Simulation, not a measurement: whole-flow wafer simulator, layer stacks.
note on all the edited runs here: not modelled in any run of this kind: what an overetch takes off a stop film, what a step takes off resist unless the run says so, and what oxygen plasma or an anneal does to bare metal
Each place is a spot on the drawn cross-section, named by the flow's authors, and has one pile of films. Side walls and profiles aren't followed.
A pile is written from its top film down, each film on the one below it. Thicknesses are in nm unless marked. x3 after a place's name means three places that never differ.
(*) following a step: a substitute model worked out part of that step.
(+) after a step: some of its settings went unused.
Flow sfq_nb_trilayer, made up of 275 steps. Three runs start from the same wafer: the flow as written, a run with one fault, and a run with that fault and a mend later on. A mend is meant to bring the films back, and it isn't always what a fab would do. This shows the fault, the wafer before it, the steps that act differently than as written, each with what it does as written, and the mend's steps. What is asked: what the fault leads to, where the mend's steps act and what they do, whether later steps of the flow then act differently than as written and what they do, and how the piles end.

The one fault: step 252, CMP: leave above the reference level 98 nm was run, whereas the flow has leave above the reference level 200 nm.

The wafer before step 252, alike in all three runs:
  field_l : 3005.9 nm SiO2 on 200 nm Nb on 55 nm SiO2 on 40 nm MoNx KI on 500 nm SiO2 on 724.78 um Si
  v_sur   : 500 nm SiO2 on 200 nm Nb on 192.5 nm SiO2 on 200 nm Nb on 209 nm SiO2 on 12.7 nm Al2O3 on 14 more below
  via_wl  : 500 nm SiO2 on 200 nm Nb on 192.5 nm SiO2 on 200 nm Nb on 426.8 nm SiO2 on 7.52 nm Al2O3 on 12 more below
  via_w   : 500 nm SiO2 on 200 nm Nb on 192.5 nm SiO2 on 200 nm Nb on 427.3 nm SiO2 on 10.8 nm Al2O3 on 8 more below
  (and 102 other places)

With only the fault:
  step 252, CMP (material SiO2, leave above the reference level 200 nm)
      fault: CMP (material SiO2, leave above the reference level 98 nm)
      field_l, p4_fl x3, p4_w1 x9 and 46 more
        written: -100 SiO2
        fault: -202 SiO2
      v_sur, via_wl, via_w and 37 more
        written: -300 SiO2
        fault: -402 SiO2
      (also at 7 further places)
  Steps later in the flow that act otherwise than as written (not shown: 2 more steps that differ only slightly, by at most 2% or 0.5 nm, whichever is larger):
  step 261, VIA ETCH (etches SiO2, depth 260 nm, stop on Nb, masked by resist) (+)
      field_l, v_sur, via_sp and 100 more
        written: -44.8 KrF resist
        fault: -25.3 KrF resist
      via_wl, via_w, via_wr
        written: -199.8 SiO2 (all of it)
        fault: -97.8 SiO2 (all of it)
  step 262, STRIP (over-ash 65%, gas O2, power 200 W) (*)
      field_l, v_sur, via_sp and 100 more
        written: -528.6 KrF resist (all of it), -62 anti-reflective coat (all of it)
        fault: -548.1 KrF resist (all of it), -62 anti-reflective coat (all of it)
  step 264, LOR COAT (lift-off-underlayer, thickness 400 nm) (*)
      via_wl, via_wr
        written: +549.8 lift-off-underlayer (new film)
        fault: +473.4 lift-off-underlayer (new film)
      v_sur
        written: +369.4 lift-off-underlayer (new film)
        fault: +385 lift-off-underlayer (new film)
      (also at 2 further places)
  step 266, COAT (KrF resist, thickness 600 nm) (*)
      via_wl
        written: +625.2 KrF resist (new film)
        fault: +612.3 KrF resist (new film)
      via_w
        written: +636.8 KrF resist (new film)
        fault: +618 KrF resist (new film)
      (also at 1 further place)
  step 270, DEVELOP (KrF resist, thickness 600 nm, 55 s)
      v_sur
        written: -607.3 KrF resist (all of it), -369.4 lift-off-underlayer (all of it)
        fault: -603 KrF resist (all of it), -385 lift-off-underlayer (all of it)
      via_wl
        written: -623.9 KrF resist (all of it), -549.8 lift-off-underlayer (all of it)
        fault: -611 KrF resist (all of it), -473.4 lift-off-underlayer (all of it)
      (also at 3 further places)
  The piles end different from the flow's at field_l, v_sur, via_sp and 100 more by more than 2% or 0.5 nm, whichever is larger.
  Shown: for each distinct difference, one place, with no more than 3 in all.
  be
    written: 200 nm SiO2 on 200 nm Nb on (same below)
    fault: 98 nm SiO2 on 200 nm Nb on (same below)
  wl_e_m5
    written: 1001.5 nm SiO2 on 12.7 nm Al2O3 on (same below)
    fault: 899.5 nm SiO2 on 12.7 nm Al2O3 on (same below)
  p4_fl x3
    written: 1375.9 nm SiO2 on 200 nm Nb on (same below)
    fault: 1273.9 nm SiO2 on 200 nm Nb on (same below)

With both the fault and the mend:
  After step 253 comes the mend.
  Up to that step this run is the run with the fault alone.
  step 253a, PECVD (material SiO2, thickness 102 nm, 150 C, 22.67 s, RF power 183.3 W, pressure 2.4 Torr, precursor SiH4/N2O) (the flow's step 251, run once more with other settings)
      field_l, v_sur, via_wl and 103 more
        +102 SiO2
  Every later step of the flow that is run acts as written at every place that is followed.
  The piles end the same as the flow's at every place that both follow.
